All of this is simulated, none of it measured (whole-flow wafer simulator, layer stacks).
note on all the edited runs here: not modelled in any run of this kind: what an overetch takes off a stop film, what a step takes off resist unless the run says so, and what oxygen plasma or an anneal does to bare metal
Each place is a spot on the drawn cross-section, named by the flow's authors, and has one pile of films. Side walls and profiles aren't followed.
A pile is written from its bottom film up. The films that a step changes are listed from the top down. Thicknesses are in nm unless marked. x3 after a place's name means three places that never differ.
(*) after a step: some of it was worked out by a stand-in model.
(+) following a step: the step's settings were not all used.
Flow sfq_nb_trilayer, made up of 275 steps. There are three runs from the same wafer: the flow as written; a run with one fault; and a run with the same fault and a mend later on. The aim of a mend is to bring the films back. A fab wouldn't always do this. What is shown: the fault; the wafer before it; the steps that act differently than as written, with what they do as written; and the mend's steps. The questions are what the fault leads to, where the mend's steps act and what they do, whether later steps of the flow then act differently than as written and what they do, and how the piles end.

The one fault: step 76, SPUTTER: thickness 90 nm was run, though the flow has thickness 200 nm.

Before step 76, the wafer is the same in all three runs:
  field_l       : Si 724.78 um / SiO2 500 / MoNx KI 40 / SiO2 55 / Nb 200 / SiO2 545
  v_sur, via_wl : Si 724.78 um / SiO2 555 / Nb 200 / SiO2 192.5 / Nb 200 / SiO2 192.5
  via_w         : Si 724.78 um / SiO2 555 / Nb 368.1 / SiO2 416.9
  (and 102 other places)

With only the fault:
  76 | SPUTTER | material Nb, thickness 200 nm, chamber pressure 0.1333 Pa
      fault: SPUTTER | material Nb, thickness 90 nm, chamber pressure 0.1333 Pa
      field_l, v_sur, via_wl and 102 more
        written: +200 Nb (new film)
        fault: +90 Nb (new film)
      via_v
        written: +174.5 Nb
        fault: +79.3 Nb
  Later steps of the flow acting differently than as written (4 more steps, not shown, differ only slightly: by at most 2% or 0.5 nm, whichever is larger):
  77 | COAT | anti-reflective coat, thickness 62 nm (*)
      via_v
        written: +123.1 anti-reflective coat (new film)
        fault: +118.3 anti-reflective coat (new film)
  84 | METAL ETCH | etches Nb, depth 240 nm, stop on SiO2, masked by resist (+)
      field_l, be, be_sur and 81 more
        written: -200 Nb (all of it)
        fault: -90 Nb (all of it)
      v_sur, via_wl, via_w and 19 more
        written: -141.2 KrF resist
        fault: -79.4 KrF resist
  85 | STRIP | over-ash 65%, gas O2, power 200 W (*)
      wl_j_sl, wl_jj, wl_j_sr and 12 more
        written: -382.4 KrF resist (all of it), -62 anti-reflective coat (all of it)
        fault: -444.1 KrF resist (all of it), -62 anti-reflective coat (all of it)
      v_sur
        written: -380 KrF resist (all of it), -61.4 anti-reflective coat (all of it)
        fault: -442.1 KrF resist (all of it), -61.4 anti-reflective coat (all of it)
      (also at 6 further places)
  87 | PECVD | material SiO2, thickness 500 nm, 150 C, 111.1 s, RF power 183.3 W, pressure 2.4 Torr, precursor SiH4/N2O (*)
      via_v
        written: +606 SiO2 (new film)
        fault: +579.2 SiO2 (new film)
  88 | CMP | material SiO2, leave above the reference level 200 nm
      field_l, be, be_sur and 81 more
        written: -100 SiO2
        fault: -210 SiO2
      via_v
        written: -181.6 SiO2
        fault: -169.5 SiO2
  The piles end different from the flow's at field_l, v_sur, via_wl and 103 more by more than 2% or 0.5 nm, whichever is larger.
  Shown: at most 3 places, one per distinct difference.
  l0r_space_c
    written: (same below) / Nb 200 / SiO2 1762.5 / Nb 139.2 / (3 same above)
    fault: (same below) / Nb 200 / SiO2 1652.5 / Nb 139.2 / (3 same above)
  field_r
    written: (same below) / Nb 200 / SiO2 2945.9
    fault: (same below) / Nb 200 / SiO2 2835.9
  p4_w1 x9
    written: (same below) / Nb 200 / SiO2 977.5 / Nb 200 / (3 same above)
    fault: (same below) / Nb 200 / SiO2 867.5 / Nb 200 / (3 same above)

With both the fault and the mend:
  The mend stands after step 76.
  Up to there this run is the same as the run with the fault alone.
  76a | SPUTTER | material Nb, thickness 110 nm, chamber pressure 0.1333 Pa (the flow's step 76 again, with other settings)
      field_l, v_sur, via_wl and 102 more
        +110 Nb
      via_v
        +90.9 Nb
  None of the later steps of the flow differs from how it acts as written, at any place that is followed, by more than 2% or 0.5 nm, whichever is larger.
  At the end the piles are close to the flow's at the places that both follow, differing by at most 2% or 0.5 nm, whichever is larger.
